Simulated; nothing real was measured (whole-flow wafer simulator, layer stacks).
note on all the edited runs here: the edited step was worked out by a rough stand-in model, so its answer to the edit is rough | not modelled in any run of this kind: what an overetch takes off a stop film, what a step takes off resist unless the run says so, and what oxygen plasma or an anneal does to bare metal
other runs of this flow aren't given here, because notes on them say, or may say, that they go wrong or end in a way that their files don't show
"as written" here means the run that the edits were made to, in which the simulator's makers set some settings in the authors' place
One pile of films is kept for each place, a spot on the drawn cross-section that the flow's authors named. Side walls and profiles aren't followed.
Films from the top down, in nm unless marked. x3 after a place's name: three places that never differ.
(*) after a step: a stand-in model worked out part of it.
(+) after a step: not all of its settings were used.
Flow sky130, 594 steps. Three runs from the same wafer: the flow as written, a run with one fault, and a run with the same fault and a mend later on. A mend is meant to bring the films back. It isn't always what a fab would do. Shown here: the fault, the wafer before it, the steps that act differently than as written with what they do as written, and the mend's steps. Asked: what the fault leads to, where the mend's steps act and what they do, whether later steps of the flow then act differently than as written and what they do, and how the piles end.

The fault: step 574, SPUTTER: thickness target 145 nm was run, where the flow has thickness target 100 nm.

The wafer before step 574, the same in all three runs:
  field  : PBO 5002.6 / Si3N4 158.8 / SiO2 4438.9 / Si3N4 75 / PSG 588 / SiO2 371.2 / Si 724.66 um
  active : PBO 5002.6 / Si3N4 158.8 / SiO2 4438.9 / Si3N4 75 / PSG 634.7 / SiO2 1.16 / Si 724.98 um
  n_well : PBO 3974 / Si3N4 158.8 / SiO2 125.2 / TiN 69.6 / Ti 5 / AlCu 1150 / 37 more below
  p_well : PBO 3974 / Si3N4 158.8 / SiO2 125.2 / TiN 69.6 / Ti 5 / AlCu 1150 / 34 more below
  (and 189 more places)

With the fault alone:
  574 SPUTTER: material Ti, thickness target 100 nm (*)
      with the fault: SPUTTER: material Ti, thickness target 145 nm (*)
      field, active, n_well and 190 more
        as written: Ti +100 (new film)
        with the fault: Ti +145 (new film)
  Later steps of the flow that act differently than as written (7 more steps differ only slightly, by at most 2% or 0.5 nm, whichever is larger, and aren't shown):
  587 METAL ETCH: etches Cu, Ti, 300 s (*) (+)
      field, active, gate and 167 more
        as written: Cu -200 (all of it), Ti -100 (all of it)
        with the fault: Cu -200 (all of it), Ti -145 (all of it)
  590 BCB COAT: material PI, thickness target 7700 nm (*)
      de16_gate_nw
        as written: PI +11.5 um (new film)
        with the fault: PI +11.54 um (new film)
  At the end the piles differ from the flow's by more than 2% or 0.5 nm, whichever is larger, at n_well, p_well, sd_n and 20 more.
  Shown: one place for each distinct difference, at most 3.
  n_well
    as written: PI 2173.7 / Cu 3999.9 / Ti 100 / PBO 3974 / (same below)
    with the fault: PI 2144.4 / Cu 3999.9 / Ti 145 / PBO 3974 / (same below)
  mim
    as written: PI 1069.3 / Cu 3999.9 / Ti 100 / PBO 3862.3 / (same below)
    with the fault: PI 1027.2 / Cu 3999.9 / Ti 145 / PBO 3862.3 / (same below)
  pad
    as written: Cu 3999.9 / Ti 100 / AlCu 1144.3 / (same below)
    with the fault: Cu 3999.9 / Ti 145 / AlCu 1144.3 / (same below)

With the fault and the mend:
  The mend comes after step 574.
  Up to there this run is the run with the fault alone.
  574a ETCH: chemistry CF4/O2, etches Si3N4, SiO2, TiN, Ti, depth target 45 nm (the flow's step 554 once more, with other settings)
      field, active, n_well and 190 more
        Ti -45
  No later step of the flow acts differently than as written, at any place that is followed, by more than 2% or 0.5 nm, whichever is larger.
  At the end the piles are the same as the flow's at every place that both follow.
